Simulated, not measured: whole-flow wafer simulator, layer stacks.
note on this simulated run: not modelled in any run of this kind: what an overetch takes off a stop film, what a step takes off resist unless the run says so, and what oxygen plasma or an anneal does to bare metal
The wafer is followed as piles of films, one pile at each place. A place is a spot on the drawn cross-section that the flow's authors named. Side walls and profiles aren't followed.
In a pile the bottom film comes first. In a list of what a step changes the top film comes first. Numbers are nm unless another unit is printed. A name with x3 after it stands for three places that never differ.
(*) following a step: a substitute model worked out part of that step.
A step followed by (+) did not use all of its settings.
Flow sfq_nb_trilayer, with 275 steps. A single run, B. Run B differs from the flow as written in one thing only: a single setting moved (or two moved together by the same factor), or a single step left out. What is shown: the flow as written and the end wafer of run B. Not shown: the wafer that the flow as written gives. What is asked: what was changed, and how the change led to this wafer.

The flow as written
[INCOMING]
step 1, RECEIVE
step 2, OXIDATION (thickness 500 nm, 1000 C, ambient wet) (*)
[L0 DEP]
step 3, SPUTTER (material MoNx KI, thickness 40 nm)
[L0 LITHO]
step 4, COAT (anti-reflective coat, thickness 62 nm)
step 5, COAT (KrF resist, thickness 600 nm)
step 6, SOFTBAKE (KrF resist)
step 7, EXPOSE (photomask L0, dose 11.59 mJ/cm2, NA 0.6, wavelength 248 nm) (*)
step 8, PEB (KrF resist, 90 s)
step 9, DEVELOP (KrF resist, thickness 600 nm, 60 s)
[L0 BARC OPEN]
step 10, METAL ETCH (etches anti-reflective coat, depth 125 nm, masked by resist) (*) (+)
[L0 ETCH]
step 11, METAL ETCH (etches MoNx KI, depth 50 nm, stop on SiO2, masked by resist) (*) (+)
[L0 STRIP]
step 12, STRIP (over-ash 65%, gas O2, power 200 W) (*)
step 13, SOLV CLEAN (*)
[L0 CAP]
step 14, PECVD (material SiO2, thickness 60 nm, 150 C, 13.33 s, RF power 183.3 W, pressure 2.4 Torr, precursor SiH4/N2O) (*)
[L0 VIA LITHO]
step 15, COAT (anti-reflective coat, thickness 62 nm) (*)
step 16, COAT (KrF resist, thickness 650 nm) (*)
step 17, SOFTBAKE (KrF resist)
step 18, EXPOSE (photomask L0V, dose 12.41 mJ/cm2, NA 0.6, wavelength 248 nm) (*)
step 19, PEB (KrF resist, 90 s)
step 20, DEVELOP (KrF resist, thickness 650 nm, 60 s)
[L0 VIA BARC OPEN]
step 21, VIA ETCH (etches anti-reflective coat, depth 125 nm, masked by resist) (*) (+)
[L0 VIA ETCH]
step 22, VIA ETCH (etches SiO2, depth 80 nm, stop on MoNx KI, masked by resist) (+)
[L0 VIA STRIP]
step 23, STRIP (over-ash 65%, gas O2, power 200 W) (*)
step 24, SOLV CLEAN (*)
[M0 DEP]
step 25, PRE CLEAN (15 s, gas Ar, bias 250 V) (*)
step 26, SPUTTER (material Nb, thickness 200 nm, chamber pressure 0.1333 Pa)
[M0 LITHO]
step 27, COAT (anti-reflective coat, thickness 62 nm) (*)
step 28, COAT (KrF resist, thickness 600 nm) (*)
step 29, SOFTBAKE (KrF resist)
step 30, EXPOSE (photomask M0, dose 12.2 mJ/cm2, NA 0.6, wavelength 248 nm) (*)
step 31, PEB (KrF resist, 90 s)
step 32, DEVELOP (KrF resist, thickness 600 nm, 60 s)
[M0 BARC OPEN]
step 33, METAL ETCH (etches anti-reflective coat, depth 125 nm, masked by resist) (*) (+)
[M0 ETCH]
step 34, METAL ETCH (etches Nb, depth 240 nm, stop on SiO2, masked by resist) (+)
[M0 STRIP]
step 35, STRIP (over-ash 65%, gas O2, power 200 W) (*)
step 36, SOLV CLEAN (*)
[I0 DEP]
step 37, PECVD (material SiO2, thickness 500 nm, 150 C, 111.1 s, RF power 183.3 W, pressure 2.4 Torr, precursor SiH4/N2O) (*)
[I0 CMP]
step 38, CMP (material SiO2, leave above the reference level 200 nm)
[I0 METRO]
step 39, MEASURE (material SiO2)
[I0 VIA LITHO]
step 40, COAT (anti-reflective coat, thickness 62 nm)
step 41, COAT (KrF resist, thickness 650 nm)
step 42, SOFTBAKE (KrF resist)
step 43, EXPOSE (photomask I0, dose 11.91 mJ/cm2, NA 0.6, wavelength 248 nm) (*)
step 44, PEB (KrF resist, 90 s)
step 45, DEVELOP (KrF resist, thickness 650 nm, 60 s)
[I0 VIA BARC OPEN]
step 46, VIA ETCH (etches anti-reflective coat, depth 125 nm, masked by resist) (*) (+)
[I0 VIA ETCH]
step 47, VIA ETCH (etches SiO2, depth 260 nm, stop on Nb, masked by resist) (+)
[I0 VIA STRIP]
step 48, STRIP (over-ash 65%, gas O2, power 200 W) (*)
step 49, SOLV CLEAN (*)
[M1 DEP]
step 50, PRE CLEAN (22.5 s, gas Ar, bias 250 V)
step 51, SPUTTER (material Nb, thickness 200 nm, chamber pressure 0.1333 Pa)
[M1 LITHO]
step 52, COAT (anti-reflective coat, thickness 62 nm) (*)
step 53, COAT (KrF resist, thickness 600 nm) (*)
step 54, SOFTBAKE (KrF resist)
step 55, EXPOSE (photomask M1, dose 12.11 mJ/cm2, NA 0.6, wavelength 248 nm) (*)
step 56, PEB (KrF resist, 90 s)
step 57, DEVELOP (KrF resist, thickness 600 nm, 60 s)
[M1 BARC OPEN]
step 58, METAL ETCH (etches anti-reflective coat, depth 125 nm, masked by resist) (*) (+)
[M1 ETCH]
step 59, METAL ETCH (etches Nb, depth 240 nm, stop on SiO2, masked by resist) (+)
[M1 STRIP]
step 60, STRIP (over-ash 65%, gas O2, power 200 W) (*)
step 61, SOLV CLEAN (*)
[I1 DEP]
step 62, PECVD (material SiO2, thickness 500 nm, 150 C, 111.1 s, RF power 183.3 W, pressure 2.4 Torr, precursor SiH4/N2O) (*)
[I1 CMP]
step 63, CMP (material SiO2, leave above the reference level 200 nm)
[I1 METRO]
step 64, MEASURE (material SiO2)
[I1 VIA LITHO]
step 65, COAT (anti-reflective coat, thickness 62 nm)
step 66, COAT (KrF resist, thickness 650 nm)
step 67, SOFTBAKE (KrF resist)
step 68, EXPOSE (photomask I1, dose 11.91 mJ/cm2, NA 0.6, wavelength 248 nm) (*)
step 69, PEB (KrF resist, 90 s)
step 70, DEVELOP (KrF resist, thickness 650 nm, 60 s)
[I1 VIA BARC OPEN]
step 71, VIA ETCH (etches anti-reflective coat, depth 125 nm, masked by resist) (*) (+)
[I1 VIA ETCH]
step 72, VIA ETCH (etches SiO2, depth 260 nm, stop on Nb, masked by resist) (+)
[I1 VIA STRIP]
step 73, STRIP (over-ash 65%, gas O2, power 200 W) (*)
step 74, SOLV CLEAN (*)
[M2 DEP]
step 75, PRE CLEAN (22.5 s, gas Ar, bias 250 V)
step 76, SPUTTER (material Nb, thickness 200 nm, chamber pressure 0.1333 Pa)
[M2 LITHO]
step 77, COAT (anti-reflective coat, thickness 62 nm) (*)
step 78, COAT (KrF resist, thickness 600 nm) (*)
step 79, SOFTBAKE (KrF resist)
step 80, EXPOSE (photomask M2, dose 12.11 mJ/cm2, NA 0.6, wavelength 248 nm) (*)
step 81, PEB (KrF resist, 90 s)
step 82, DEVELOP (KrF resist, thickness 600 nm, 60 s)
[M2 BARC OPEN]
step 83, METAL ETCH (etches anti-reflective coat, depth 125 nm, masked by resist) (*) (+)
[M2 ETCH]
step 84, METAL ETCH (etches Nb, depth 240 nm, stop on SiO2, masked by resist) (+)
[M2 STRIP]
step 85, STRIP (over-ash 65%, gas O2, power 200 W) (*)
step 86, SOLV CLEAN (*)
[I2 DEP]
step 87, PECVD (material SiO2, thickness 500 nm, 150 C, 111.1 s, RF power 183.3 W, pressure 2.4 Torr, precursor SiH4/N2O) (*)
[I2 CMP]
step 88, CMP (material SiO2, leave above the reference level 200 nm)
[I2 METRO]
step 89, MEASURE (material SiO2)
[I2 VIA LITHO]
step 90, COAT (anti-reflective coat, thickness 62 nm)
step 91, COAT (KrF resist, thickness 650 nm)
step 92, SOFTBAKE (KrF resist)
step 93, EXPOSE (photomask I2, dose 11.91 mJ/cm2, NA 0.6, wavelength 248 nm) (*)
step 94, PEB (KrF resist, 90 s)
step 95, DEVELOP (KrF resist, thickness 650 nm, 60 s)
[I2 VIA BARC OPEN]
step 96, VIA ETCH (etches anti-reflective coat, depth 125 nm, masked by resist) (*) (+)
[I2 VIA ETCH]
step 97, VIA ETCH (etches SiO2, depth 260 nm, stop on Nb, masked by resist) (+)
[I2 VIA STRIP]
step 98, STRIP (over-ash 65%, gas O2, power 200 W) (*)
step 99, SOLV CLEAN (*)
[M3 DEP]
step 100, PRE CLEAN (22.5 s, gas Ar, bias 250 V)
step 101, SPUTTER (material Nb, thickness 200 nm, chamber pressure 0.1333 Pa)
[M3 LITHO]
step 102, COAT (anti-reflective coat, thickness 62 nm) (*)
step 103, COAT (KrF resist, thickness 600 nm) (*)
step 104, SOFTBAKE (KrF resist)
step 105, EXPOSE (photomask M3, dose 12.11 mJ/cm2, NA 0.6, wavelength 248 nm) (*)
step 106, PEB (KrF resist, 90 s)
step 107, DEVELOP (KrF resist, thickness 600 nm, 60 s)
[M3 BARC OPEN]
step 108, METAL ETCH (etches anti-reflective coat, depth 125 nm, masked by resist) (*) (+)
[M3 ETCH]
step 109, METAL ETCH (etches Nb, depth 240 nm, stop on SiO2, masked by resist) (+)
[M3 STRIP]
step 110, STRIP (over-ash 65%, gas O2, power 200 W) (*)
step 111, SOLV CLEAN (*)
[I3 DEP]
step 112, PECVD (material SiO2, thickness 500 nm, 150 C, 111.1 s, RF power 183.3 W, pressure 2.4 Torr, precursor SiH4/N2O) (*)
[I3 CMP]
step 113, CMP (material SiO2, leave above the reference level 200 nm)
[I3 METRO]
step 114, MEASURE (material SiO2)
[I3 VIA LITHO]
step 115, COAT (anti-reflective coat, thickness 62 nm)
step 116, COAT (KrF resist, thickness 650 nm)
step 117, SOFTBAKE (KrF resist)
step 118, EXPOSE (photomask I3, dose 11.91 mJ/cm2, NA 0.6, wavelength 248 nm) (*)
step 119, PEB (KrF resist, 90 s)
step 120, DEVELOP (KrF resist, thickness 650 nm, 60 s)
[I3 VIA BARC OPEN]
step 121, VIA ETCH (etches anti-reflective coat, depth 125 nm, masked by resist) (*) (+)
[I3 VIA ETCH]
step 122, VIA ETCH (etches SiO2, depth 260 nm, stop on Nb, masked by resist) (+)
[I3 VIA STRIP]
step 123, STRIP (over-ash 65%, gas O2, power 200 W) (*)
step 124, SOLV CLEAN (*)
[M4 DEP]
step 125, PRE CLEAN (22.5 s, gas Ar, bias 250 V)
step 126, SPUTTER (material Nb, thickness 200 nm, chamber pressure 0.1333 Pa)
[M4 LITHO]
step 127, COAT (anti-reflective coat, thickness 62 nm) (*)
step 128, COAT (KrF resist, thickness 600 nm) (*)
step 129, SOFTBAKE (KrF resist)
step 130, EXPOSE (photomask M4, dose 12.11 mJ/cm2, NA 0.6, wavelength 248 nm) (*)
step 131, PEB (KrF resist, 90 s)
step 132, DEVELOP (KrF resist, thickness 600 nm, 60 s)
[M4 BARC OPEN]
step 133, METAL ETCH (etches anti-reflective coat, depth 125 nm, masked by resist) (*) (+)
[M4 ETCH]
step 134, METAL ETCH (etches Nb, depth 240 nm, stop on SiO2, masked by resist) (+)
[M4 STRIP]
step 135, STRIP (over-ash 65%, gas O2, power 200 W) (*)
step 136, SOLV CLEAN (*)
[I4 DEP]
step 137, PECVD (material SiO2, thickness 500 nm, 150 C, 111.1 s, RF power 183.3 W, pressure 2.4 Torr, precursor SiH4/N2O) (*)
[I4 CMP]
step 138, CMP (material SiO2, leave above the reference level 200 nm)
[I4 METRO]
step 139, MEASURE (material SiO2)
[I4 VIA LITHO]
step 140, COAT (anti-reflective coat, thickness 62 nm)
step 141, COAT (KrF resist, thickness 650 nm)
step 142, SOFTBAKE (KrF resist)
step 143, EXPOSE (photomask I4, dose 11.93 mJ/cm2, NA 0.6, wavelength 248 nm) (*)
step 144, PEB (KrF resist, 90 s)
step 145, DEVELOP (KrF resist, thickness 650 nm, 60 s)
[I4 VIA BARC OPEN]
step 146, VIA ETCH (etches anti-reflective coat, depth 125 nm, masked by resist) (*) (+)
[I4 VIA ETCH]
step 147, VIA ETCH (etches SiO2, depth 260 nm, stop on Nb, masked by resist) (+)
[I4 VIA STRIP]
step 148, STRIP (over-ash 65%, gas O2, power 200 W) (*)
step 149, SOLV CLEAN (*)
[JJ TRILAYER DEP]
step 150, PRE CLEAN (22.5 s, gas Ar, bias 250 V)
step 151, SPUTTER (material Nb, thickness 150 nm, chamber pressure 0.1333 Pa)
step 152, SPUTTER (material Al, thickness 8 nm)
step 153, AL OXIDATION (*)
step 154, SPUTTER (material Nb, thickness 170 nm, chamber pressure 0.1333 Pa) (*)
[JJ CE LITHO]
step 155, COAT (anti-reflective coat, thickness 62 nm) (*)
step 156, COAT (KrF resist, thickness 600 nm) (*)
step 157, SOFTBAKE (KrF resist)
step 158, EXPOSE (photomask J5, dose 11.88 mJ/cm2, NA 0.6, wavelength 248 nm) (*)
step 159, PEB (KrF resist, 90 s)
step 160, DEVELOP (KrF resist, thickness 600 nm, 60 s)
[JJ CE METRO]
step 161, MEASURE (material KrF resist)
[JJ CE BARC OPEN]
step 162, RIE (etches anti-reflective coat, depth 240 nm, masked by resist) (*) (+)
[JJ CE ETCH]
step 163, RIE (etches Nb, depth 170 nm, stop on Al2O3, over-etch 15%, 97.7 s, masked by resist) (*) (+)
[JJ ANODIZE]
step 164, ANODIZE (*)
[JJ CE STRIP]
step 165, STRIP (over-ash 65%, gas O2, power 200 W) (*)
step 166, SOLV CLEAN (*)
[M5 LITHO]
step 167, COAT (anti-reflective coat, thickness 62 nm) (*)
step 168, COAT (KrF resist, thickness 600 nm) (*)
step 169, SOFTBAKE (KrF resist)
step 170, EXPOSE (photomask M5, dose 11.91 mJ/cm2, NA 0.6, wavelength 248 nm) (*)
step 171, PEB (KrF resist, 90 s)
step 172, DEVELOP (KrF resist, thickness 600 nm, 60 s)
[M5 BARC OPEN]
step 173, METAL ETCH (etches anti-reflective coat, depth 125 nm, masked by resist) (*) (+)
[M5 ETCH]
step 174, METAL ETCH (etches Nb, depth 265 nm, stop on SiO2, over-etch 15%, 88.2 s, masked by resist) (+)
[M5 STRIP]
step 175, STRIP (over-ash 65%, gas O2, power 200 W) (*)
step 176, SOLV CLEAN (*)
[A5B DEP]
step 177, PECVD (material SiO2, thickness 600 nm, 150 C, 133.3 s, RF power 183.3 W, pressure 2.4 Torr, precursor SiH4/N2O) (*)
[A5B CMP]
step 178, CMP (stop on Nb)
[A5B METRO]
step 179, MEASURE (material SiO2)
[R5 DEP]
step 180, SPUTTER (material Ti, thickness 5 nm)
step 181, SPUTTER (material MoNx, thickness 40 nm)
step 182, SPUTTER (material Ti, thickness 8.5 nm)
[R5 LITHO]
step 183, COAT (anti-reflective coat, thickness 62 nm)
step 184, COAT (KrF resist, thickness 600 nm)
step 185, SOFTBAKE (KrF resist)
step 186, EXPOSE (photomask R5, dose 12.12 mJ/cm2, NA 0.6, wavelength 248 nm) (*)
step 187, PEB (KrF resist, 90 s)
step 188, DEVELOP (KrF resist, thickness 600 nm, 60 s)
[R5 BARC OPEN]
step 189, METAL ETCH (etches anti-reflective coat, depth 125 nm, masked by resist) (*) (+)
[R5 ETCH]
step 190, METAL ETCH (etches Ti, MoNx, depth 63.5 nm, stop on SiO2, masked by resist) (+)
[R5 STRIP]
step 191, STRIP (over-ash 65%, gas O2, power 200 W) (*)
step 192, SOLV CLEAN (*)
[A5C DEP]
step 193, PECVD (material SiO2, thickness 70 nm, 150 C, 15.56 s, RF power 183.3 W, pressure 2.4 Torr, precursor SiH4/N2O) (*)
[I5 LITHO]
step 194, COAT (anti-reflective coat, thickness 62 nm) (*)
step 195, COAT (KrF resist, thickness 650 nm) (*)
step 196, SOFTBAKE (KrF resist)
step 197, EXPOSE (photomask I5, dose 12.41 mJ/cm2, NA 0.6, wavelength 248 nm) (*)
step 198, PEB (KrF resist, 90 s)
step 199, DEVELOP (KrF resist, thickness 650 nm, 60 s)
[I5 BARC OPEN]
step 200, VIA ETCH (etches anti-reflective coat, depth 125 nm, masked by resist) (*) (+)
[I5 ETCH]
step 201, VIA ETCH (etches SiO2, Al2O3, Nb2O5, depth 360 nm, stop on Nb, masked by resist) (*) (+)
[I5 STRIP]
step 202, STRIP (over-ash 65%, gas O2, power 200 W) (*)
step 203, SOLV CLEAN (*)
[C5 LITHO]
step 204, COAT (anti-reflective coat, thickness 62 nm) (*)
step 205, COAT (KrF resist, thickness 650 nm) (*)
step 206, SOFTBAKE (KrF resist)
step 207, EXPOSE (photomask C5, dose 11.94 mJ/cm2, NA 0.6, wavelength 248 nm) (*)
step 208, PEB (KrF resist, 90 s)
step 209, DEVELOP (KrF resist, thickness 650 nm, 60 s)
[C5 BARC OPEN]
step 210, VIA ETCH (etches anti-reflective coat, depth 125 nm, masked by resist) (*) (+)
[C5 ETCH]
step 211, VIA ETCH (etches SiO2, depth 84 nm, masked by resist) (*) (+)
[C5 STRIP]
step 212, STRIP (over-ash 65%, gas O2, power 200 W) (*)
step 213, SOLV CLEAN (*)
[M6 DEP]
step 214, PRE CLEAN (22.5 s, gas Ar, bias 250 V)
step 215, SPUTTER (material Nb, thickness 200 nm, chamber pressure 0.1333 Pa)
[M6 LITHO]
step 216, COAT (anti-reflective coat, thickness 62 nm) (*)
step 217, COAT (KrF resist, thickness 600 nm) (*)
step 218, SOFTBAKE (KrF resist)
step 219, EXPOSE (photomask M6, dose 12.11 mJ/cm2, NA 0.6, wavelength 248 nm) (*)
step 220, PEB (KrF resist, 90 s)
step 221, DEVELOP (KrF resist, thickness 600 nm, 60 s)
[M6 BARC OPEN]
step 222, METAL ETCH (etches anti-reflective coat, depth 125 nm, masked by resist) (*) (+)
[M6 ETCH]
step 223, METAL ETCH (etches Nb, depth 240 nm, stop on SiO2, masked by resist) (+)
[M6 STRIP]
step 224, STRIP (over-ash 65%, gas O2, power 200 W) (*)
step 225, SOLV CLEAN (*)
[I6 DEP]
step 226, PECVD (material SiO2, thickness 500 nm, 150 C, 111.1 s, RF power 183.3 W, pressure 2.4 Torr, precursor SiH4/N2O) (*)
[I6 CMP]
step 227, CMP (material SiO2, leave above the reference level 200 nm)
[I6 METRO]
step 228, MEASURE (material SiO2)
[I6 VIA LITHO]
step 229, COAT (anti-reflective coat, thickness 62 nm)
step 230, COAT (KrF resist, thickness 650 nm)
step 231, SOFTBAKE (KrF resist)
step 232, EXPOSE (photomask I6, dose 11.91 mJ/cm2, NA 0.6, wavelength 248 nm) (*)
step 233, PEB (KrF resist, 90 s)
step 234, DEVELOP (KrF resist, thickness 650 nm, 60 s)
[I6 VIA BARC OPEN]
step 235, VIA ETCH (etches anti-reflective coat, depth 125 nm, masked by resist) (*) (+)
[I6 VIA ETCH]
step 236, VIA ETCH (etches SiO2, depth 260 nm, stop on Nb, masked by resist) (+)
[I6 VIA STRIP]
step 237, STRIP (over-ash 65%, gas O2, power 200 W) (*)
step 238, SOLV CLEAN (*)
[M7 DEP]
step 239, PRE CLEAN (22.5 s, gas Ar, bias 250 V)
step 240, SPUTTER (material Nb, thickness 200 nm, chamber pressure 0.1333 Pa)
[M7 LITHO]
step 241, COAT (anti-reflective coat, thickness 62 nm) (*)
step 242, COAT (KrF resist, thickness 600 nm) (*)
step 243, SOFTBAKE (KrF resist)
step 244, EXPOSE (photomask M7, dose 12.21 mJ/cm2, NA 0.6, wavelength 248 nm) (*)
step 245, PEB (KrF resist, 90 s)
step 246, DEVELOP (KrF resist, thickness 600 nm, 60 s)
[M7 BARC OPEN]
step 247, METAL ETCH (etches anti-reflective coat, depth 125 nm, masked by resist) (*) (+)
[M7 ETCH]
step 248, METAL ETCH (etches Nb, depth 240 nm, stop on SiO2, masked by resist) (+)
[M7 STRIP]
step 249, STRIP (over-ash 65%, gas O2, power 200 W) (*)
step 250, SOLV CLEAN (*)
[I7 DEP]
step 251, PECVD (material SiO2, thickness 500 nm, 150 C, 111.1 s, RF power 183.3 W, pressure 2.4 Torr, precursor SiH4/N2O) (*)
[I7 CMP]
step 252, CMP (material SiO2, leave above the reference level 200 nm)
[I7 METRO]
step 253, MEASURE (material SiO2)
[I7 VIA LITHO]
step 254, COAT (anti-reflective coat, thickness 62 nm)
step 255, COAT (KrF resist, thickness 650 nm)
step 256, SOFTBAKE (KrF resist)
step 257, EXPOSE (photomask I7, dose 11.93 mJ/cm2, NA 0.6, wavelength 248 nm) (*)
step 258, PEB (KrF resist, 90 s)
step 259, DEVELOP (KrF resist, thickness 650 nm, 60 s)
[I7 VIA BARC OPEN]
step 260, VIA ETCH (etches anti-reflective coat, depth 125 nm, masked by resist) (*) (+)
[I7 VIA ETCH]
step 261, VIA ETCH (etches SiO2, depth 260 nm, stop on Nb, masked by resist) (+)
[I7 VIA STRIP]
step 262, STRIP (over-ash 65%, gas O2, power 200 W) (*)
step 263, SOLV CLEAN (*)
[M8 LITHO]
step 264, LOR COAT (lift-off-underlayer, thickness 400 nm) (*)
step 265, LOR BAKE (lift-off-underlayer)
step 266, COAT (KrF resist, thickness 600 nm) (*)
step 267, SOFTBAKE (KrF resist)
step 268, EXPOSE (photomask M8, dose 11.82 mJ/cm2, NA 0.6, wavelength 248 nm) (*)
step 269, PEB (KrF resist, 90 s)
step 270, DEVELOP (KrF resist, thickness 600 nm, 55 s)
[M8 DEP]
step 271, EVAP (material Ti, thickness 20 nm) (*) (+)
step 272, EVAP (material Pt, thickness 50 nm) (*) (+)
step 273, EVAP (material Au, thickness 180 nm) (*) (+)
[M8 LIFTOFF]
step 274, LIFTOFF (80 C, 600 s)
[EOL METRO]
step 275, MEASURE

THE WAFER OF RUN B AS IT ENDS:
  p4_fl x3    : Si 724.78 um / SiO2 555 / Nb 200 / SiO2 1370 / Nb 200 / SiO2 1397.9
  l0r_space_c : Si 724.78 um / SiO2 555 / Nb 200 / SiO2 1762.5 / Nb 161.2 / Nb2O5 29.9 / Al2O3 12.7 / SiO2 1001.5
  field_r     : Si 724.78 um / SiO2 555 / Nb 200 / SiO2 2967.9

Cause: step 151, SPUTTER: thickness 172 nm was run, while the flow as written has thickness 150 nm.

Step by step, how the change led to this:
  step 151, SPUTTER (material Nb, thickness 150 nm, chamber pressure 0.1333 Pa)
      field_l, v_sur, via_sp and 100 more: Nb gains 172 (new film) (in the flow as written it would be: Nb gains 150 (new film))
      via_wl, via_w, via_wr: Nb gains 149.7 (in the flow as written it would be: Nb gains 130.4)
  step 155, COAT (anti-reflective coat, thickness 62 nm) (*)
      via_wl, via_wr: anti-reflective coat gains 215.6 (new film) (in the flow as written it would be: anti-reflective coat gains 209.4 (new film))
  step 162, RIE (etches anti-reflective coat, depth 240 nm, masked by resist) (*) (+)
      ce_l, c5j, ce_r, wl_jj: KrF resist loses 215.6 (in the flow as written it would be: KrF resist loses 209.4)
      via_wl, via_wr: anti-reflective coat loses 215.6 (all of it) (in the flow as written it would be: anti-reflective coat loses 209.4 (all of it))
  step 165, STRIP (over-ash 65%, gas O2, power 200 W) (*)
      c5j, ce_r: KrF resist loses 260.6 (all of it), anti-reflective coat loses 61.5 (all of it) (in the flow as written it would be: KrF resist loses 266.9 (all of it), anti-reflective coat loses 61.5 (all of it))
      ce_l: KrF resist loses 260.5 (all of it), anti-reflective coat loses 61.4 (all of it) (in the flow as written it would be: KrF resist loses 266.8 (all of it), anti-reflective coat loses 61.4 (all of it))
      (and at 1 other place as well)
  step 167, COAT (anti-reflective coat, thickness 62 nm) (*)
      via_wl: anti-reflective coat gains 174 (new film) (in the flow as written it would be: anti-reflective coat gains 170.5 (new film))
  step 174, METAL ETCH (etches Nb, depth 265 nm, stop on SiO2, over-etch 15%, 88.2 s, masked by resist) (+)
      field_l, r_sur, res and 50 more: Al2O3 loses 12.6 (all of it), Nb2O5 loses 29.9 (all of it), Nb loses 161.2 (all of it), SiO2 loses 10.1 (in the flow as written it would be: Al2O3 loses 12.6 (all of it), Nb2O5 loses 29.9 (all of it), Nb loses 139.2 (all of it), SiO2 loses 12.3)
  step 175, STRIP (over-ash 65%, gas O2, power 200 W) (*)
      via_wl: KrF resist loses 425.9 (all of it), anti-reflective coat loses 174 (all of it) (in the flow as written it would be: KrF resist loses 427 (all of it), anti-reflective coat loses 170.5 (all of it))
  step 178, CMP (stop on Nb)
      field_l, p4_fl x3, p4_w1 x9 and 29 more: SiO2 loses 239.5 (in the flow as written it would be: SiO2 loses 259.3)
      r_sur, res, r_end, moat, field_r, lsp_l: SiO2 loses 231.7 (in the flow as written it would be: SiO2 loses 252.3)
      (and at 5 other places as well)
